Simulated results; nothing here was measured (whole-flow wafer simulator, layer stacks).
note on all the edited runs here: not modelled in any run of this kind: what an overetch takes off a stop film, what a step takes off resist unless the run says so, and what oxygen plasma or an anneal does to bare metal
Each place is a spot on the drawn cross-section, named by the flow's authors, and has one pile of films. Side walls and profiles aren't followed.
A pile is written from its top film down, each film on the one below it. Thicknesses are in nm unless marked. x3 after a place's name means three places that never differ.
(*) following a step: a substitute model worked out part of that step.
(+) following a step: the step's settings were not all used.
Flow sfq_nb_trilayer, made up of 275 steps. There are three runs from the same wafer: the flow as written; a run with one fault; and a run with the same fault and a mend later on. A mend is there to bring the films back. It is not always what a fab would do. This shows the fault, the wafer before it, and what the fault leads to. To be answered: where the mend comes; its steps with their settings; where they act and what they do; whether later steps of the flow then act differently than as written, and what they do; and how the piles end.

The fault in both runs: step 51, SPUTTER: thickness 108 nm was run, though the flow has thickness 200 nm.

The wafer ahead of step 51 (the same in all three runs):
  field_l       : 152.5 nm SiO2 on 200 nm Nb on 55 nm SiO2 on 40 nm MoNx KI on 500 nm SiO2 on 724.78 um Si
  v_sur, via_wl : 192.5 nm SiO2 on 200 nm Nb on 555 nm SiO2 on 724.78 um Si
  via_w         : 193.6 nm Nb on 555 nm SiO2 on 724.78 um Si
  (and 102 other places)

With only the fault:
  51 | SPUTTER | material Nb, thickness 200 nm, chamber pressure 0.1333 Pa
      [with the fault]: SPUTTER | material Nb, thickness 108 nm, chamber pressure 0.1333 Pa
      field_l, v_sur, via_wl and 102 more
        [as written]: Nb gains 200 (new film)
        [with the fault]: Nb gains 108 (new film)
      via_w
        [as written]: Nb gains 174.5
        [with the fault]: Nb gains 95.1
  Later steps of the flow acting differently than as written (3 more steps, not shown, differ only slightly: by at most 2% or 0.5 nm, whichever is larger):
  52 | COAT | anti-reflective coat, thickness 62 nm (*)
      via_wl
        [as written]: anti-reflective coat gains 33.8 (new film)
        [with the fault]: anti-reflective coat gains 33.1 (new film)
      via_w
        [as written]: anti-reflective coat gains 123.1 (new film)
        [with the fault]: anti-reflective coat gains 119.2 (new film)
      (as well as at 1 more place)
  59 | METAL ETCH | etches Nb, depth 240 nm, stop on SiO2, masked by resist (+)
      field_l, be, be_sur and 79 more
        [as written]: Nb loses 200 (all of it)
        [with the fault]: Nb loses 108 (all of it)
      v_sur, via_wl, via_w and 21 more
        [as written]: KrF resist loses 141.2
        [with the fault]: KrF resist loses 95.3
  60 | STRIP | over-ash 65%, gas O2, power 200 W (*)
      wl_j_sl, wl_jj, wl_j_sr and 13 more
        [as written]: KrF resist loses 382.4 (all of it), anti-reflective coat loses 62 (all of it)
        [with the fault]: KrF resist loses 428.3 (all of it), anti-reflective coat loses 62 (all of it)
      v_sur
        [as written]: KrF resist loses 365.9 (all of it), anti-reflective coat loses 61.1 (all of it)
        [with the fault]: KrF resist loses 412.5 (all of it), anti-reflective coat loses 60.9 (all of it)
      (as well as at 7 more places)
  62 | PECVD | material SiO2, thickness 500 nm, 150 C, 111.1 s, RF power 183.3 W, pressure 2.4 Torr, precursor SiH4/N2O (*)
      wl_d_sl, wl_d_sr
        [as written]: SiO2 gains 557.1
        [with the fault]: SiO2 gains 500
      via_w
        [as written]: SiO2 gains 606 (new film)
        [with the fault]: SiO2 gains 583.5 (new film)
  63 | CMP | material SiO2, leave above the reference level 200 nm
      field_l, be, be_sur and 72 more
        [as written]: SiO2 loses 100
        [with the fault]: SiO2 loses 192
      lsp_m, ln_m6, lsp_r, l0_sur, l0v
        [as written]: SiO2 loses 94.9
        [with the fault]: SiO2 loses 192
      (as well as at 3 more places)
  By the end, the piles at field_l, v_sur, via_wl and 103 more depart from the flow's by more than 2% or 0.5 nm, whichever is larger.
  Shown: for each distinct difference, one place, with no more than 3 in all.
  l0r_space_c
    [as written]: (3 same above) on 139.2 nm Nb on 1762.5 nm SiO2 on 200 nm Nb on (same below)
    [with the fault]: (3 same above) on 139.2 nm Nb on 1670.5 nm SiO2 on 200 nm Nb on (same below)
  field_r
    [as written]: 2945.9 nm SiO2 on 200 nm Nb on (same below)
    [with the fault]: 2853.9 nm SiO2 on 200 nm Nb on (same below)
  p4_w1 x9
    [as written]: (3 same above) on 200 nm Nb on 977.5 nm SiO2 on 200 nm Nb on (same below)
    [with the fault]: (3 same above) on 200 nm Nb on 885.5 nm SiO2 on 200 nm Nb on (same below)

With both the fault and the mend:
  The mend stands after step 51.
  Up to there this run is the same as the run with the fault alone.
  51a | SPUTTER | material Nb, thickness 92 nm, chamber pressure 0.1333 Pa (the flow's step 51, run once more with other settings)
      field_l, v_sur, via_wl and 102 more
        Nb gains 92
      via_w
        Nb gains 75.3
  Later steps of the flow that are run all act as written at every place that is followed, up to a difference of at most 2% or 0.5 nm, whichever is larger.
  The piles end only slightly different from the flow's at the places that both follow, by no more than 2% or 0.5 nm, whichever is larger.
